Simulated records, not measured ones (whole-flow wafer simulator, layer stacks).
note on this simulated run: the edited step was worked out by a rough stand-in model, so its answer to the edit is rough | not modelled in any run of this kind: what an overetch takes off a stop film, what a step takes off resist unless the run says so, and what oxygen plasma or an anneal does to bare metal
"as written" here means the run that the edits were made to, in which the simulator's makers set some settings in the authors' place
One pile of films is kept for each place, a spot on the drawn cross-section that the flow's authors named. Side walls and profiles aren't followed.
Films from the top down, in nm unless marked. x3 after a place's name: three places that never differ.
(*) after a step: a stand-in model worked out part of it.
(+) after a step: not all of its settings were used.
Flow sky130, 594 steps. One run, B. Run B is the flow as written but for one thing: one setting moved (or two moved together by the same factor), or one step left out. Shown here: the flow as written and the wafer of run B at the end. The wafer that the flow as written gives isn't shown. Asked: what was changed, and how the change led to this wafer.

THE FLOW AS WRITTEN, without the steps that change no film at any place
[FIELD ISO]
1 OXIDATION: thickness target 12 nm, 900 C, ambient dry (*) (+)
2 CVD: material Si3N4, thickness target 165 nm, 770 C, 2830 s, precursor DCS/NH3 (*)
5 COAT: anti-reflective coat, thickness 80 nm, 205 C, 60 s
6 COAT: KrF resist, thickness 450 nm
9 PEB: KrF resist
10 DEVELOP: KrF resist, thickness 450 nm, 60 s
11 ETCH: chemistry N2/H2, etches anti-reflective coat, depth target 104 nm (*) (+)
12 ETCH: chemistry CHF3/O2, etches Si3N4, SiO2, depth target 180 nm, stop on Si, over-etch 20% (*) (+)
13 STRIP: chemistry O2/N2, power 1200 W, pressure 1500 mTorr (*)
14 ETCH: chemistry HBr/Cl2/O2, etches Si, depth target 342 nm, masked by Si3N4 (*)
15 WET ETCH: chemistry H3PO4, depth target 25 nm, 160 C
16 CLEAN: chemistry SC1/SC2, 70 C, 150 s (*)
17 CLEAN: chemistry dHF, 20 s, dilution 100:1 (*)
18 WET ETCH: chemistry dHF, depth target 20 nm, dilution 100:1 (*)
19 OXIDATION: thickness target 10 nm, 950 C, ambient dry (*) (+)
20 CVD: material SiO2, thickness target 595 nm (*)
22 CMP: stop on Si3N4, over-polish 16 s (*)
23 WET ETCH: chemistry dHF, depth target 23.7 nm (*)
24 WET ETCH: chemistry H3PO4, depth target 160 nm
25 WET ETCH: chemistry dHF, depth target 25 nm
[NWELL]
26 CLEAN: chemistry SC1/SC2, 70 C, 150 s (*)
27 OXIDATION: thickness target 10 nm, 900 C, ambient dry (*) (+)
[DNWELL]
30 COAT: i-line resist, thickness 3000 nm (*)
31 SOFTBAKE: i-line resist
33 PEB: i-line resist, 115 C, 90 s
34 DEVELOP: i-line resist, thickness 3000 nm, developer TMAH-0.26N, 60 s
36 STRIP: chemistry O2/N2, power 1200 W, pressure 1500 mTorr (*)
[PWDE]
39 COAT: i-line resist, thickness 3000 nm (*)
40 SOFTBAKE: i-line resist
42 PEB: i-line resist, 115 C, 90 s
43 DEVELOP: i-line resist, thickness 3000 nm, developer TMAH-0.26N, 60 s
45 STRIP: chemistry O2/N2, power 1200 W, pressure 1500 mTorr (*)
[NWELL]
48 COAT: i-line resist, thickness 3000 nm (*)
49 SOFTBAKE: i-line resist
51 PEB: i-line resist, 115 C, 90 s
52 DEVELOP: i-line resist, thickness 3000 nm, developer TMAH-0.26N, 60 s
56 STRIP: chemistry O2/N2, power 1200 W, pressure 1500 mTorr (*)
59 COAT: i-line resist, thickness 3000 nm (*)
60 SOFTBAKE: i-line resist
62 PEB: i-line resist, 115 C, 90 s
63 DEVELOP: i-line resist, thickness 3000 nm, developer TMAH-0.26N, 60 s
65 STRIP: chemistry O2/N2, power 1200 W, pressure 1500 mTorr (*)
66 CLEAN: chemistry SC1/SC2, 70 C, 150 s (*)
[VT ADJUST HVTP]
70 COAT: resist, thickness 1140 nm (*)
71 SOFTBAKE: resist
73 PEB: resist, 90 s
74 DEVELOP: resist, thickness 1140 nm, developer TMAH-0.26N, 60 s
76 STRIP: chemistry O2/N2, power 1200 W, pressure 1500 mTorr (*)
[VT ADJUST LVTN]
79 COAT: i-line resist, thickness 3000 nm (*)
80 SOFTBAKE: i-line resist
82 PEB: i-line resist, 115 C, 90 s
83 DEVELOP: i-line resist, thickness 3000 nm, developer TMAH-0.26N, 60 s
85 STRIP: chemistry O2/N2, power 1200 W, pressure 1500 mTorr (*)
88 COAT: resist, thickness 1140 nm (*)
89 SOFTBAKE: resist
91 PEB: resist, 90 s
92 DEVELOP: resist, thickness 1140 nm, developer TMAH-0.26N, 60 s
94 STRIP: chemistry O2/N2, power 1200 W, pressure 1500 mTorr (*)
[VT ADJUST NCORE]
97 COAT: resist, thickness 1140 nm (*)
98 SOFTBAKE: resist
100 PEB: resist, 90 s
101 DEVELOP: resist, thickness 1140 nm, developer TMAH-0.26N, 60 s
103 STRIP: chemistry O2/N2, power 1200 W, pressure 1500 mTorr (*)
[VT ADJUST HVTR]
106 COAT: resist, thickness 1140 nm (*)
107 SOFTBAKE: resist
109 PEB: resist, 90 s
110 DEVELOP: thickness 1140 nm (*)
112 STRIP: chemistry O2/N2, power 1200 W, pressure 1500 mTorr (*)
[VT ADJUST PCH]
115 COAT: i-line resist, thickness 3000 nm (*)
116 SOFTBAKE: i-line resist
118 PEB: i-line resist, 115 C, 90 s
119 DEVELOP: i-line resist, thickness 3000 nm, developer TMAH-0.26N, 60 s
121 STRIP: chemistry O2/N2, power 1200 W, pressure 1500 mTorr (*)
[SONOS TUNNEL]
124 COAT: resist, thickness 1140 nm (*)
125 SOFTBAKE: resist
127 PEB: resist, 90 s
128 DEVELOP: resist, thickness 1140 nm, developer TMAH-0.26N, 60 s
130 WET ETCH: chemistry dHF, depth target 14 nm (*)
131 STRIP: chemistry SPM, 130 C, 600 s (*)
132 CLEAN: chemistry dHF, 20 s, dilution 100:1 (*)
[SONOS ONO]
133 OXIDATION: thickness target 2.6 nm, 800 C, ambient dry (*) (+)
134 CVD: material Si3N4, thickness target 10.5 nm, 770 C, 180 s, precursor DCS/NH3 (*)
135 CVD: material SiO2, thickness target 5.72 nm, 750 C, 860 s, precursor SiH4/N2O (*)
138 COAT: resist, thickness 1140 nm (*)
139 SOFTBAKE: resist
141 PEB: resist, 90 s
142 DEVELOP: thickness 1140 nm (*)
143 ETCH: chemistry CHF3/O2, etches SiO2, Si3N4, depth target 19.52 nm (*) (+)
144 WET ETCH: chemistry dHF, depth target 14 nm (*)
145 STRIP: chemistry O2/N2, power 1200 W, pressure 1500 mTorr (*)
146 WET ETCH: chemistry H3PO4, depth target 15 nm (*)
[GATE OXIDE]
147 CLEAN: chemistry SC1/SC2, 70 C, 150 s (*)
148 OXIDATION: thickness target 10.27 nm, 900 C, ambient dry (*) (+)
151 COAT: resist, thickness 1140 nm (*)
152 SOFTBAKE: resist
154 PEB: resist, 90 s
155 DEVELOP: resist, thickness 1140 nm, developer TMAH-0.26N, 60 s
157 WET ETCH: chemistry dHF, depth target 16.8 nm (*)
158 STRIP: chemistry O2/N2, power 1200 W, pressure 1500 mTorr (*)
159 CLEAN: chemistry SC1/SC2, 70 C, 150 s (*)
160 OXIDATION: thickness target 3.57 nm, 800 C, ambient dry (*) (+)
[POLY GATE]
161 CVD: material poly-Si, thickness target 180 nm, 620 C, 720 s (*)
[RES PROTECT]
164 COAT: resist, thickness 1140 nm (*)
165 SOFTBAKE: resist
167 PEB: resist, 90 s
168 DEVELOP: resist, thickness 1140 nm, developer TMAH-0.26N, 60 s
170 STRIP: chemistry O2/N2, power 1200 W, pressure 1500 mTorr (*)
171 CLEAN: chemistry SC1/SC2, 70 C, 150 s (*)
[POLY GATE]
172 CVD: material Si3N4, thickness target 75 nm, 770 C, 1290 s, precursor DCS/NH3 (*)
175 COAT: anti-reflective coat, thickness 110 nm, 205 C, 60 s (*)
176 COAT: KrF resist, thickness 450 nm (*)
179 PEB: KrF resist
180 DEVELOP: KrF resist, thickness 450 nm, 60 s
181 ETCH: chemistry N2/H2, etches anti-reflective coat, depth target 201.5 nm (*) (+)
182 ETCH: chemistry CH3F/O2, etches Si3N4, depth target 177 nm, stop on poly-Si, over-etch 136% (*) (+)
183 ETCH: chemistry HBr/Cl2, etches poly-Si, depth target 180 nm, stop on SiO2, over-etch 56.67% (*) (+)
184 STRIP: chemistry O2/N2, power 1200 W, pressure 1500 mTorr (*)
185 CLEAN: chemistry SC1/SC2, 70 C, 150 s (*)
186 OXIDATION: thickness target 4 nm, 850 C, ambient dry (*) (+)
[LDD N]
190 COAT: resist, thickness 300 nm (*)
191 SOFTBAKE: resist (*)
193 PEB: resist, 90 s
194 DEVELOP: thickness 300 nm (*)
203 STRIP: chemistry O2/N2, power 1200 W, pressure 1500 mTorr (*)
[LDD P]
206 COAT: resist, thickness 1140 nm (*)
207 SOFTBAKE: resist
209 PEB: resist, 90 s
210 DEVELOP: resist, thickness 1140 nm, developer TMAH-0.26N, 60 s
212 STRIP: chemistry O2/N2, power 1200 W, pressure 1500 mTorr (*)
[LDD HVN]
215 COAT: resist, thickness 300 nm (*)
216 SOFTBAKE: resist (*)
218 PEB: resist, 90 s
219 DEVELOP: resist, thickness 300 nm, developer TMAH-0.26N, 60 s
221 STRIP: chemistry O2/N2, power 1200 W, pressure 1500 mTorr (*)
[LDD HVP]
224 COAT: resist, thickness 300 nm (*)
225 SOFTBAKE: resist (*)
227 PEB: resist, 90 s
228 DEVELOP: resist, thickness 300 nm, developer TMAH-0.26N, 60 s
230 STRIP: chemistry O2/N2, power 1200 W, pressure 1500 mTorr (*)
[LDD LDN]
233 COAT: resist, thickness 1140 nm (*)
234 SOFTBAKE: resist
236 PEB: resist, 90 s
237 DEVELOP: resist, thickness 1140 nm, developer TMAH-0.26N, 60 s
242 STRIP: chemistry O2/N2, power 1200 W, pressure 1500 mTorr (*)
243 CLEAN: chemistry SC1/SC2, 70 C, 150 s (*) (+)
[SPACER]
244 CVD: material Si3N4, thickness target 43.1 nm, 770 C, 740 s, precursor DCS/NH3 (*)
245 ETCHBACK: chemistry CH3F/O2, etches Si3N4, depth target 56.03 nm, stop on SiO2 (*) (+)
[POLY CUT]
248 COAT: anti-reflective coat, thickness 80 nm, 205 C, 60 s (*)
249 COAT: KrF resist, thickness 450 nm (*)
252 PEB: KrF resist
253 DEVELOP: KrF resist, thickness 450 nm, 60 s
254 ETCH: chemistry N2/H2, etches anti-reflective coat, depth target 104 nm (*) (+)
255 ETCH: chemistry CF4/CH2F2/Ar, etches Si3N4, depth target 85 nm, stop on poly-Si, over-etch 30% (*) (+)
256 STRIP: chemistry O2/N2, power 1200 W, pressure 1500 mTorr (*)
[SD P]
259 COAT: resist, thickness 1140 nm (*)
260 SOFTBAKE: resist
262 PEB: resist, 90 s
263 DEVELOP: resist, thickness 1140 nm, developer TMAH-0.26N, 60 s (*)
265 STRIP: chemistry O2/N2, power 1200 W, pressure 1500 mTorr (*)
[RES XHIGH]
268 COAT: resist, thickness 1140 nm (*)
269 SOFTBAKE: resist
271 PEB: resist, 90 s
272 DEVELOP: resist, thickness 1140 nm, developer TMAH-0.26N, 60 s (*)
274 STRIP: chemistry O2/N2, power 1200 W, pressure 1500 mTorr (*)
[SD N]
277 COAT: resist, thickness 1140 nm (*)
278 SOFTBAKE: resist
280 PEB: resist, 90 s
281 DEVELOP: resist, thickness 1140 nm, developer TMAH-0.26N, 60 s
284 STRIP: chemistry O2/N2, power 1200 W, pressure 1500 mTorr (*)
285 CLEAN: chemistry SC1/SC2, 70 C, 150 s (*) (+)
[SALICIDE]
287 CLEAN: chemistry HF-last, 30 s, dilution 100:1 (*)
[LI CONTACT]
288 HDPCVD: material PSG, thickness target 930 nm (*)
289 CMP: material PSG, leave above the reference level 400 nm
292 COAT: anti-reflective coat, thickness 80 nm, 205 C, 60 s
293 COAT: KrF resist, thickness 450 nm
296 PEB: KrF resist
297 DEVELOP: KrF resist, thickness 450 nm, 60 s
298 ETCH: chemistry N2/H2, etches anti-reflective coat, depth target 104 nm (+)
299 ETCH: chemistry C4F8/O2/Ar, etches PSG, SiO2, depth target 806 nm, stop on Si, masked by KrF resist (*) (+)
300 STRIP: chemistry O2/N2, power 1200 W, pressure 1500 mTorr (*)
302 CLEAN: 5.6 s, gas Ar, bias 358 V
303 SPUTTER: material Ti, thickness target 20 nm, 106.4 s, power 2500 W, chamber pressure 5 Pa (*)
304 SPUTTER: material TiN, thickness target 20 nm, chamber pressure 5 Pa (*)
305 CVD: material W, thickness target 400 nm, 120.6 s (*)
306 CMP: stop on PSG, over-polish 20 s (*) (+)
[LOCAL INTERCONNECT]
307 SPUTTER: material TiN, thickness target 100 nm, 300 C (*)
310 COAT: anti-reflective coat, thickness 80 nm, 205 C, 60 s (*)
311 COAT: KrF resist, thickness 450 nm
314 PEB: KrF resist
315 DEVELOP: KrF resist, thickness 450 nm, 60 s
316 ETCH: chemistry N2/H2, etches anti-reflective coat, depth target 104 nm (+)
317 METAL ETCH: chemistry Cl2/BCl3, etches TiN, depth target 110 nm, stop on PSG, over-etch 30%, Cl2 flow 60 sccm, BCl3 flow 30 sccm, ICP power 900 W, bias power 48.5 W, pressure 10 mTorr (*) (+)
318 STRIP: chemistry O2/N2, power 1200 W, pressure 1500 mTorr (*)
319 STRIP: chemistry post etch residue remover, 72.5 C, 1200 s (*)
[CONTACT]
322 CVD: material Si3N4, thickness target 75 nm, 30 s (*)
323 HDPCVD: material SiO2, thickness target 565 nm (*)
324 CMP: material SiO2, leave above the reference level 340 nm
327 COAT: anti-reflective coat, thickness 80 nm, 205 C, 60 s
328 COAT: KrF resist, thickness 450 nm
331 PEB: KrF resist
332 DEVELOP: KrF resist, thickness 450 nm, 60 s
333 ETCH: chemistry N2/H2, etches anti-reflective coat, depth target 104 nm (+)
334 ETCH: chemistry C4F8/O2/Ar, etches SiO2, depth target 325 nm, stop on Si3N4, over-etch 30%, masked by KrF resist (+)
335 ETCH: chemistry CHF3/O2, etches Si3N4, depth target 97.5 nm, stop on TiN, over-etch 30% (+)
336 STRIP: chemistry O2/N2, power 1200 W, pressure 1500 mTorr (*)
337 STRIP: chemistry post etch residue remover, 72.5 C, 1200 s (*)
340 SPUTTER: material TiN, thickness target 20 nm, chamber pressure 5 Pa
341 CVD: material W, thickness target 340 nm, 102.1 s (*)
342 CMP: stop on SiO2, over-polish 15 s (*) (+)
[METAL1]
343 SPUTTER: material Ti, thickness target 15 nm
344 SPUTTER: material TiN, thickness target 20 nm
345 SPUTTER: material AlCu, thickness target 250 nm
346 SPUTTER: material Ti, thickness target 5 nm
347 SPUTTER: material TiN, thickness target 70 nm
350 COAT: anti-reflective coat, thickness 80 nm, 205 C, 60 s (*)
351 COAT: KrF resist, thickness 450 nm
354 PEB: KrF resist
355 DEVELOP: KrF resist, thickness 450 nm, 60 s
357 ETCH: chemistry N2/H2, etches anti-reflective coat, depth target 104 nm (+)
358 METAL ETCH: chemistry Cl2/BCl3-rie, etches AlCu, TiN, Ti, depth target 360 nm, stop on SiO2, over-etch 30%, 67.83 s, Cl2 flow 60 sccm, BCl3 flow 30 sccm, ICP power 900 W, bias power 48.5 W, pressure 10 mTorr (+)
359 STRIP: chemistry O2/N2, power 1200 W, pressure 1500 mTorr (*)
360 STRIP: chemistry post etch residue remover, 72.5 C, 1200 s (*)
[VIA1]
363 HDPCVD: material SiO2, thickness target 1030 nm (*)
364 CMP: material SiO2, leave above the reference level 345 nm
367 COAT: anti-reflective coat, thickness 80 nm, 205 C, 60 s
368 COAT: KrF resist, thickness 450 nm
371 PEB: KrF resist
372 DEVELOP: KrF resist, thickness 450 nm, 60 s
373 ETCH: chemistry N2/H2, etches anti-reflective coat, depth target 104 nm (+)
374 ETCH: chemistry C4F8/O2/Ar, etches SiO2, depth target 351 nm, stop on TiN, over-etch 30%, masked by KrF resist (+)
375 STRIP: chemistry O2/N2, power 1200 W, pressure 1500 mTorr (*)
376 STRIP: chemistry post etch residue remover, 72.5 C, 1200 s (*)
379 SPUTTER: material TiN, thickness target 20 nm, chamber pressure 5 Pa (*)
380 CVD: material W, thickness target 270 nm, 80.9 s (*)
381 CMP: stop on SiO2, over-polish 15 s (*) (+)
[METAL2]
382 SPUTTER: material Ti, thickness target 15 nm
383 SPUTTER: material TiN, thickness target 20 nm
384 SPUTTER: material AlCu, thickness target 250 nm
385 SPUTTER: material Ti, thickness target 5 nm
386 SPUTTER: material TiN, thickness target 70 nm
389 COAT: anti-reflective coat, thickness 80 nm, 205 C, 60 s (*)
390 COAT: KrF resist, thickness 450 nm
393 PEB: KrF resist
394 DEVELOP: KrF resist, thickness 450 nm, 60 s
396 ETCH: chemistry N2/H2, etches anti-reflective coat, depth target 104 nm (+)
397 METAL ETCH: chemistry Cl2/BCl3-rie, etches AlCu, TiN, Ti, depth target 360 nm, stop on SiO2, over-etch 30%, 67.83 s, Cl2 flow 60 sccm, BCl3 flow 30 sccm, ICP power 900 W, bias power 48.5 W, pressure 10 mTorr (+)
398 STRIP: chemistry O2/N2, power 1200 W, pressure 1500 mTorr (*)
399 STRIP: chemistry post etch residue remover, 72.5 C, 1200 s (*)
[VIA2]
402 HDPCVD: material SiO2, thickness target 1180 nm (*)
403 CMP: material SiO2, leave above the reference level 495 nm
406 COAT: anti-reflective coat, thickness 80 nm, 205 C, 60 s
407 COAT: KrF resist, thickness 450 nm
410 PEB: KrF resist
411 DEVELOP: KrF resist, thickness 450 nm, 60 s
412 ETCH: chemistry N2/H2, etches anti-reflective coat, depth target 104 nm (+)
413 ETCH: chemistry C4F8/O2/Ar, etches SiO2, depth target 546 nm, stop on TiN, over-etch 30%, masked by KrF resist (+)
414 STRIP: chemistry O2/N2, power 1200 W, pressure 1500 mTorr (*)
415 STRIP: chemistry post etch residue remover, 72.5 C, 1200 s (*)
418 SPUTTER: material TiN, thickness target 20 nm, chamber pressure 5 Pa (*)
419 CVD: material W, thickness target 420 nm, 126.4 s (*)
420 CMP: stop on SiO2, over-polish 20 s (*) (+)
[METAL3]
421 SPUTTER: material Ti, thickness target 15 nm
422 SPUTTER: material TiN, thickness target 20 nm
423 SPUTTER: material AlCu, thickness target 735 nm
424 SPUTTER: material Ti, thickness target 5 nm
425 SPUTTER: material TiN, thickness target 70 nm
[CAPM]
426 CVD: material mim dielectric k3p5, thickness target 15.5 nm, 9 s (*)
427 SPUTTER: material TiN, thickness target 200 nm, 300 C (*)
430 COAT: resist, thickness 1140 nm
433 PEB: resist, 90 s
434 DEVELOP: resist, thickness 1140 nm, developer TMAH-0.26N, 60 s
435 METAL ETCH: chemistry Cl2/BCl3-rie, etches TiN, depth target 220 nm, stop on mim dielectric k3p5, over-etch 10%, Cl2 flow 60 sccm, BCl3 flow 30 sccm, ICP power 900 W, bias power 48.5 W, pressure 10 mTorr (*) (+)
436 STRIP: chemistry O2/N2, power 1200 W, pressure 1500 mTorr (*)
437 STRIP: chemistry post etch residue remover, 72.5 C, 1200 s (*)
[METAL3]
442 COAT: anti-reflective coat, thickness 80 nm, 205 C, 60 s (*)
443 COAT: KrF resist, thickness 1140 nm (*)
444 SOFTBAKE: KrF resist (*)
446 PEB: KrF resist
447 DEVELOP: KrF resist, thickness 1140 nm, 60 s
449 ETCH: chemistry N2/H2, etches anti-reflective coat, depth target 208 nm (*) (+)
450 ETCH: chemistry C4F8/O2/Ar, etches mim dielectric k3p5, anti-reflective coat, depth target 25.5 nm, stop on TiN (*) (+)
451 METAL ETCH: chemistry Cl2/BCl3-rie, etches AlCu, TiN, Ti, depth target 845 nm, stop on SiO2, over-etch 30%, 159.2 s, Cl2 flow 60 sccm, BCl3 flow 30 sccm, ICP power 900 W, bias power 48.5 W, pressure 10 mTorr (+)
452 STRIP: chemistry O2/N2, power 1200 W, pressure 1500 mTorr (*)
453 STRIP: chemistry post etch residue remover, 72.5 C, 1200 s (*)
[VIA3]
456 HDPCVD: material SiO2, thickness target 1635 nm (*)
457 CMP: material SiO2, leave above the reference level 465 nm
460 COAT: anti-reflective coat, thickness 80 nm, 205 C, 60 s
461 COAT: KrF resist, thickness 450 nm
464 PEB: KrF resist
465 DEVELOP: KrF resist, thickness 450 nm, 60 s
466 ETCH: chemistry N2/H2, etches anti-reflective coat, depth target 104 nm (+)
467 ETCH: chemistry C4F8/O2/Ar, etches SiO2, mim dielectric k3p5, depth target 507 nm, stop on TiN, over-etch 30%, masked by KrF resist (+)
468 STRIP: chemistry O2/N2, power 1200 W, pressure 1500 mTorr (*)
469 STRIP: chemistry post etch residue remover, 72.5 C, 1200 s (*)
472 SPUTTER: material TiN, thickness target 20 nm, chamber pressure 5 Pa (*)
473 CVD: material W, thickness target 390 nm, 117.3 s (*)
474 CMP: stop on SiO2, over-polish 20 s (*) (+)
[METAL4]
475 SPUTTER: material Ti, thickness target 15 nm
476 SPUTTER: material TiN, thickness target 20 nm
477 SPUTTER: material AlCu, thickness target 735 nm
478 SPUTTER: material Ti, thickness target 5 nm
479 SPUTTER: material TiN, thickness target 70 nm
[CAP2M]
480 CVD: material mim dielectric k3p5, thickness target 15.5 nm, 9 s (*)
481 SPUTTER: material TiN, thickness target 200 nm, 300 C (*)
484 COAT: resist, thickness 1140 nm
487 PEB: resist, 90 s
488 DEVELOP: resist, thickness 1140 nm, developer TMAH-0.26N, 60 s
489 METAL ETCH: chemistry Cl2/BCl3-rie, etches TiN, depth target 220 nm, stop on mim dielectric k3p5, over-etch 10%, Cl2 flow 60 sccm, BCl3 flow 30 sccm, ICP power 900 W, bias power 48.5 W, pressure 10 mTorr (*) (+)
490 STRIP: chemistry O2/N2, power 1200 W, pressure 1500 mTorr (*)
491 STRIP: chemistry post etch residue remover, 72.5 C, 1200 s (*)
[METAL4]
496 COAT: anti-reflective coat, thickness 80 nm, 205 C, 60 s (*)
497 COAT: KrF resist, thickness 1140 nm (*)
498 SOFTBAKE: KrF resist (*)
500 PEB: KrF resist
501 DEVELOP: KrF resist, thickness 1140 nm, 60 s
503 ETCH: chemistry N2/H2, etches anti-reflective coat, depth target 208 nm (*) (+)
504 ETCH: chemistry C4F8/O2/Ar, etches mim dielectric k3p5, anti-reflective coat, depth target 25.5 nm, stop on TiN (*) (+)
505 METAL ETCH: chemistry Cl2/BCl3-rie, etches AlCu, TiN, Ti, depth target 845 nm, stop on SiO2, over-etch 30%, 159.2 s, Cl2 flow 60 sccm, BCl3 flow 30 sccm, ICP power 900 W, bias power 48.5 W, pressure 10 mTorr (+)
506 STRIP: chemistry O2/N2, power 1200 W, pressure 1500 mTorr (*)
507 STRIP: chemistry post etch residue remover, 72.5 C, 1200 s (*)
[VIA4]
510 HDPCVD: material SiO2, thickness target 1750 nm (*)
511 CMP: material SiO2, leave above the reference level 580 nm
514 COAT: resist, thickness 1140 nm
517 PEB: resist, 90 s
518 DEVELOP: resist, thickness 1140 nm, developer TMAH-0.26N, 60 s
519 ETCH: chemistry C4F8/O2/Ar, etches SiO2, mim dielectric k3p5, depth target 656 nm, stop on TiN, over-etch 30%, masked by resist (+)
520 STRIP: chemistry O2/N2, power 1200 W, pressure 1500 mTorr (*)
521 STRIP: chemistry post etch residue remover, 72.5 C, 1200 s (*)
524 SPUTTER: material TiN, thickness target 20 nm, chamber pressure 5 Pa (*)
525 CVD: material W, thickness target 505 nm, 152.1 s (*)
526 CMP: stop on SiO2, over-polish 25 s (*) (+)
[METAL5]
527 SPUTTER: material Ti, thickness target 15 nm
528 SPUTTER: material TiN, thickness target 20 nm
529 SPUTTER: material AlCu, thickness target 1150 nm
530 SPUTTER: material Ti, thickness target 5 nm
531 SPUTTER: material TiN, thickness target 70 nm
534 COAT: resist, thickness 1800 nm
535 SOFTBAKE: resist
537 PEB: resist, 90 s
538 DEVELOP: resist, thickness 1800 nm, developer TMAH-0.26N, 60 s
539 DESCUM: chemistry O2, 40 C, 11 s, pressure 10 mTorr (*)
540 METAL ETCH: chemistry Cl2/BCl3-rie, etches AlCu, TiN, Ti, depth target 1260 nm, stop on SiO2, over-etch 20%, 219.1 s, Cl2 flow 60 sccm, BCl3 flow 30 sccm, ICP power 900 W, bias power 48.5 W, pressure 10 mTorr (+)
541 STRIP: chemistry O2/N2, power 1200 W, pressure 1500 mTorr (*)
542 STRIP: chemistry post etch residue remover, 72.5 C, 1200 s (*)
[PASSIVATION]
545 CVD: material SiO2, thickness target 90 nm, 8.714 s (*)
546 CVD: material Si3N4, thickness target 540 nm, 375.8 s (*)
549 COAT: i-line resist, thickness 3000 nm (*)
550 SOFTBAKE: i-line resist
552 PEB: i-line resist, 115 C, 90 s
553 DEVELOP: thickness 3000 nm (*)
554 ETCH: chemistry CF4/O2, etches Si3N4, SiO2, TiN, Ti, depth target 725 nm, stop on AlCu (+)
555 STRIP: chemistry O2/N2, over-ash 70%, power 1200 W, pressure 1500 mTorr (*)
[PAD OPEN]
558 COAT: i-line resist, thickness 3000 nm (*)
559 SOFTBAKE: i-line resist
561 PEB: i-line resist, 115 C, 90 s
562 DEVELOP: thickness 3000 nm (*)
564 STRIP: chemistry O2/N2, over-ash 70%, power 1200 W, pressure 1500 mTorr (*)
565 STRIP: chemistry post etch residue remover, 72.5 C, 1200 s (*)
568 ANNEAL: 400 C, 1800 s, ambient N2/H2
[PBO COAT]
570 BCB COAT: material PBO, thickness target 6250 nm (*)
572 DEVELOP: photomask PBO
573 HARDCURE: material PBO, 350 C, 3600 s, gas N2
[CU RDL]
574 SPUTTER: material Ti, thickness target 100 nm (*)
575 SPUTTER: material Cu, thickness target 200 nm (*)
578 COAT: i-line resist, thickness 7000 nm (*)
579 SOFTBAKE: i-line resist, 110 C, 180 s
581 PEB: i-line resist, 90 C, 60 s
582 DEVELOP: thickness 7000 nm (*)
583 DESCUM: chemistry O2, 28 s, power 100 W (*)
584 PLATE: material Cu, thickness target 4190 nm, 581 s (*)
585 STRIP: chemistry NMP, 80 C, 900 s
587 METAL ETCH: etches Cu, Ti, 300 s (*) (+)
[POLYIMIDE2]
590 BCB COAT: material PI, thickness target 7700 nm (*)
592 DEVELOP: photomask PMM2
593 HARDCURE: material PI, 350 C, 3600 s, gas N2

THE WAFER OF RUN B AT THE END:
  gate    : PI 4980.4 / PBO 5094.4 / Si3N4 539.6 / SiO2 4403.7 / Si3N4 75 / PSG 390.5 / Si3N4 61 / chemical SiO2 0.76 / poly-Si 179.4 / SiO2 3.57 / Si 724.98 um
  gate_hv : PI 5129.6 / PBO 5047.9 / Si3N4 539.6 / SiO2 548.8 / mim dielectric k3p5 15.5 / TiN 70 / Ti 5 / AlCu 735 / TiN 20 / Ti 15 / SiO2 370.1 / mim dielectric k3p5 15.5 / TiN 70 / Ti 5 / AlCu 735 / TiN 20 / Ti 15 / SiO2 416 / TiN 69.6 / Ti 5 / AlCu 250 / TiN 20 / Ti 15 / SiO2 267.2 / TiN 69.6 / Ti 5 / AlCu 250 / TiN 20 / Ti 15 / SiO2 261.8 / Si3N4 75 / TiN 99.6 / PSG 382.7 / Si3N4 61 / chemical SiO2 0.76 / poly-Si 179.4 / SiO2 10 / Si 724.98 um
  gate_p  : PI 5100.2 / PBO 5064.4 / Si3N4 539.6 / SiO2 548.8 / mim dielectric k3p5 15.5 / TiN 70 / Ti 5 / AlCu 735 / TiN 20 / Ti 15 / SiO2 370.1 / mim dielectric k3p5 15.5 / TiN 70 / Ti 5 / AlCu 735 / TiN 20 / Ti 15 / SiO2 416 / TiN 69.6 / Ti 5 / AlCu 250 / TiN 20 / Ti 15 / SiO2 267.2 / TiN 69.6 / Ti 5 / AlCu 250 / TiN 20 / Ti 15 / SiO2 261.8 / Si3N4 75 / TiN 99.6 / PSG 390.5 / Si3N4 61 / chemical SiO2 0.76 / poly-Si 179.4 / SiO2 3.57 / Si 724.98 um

The cause: step 148, OXIDATION: thickness target 9.241 nm was run, where the flow has thickness target 10.27 nm.

How the change led to this, step by step:
  148 OXIDATION: thickness target 10.27 nm, 900 C, ambient dry (*) (+)
      active, n_well, p_well and 98 more: SiO2 +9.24 (new film), chemical SiO2 -0.76 (all of it), Si -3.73 (as written it would be: SiO2 +10.3 (new film), chemical SiO2 -0.76 (all of it), Si -4.18)
  157 WET ETCH: chemistry dHF, depth target 16.8 nm (*)
      active, n_well, p_well and 58 more: SiO2 -9.24 (all of it) (as written it would be: SiO2 -10.3 (all of it))
  175 COAT: anti-reflective coat, thickness 110 nm, 205 C, 60 s (*)
      rpm_encl, rpm_encl_psd: anti-reflective coat +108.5 (new film) (as written it would be: anti-reflective coat +104.4 (new film))
  181 ETCH: chemistry N2/H2, etches anti-reflective coat, depth target 201.5 nm (*) (+)
      rpm_encl, rpm_encl_psd: anti-reflective coat -108.5 (all of it), Si3N4 -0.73 (as written it would be: anti-reflective coat -104.4 (all of it), Si3N4 -0.79)
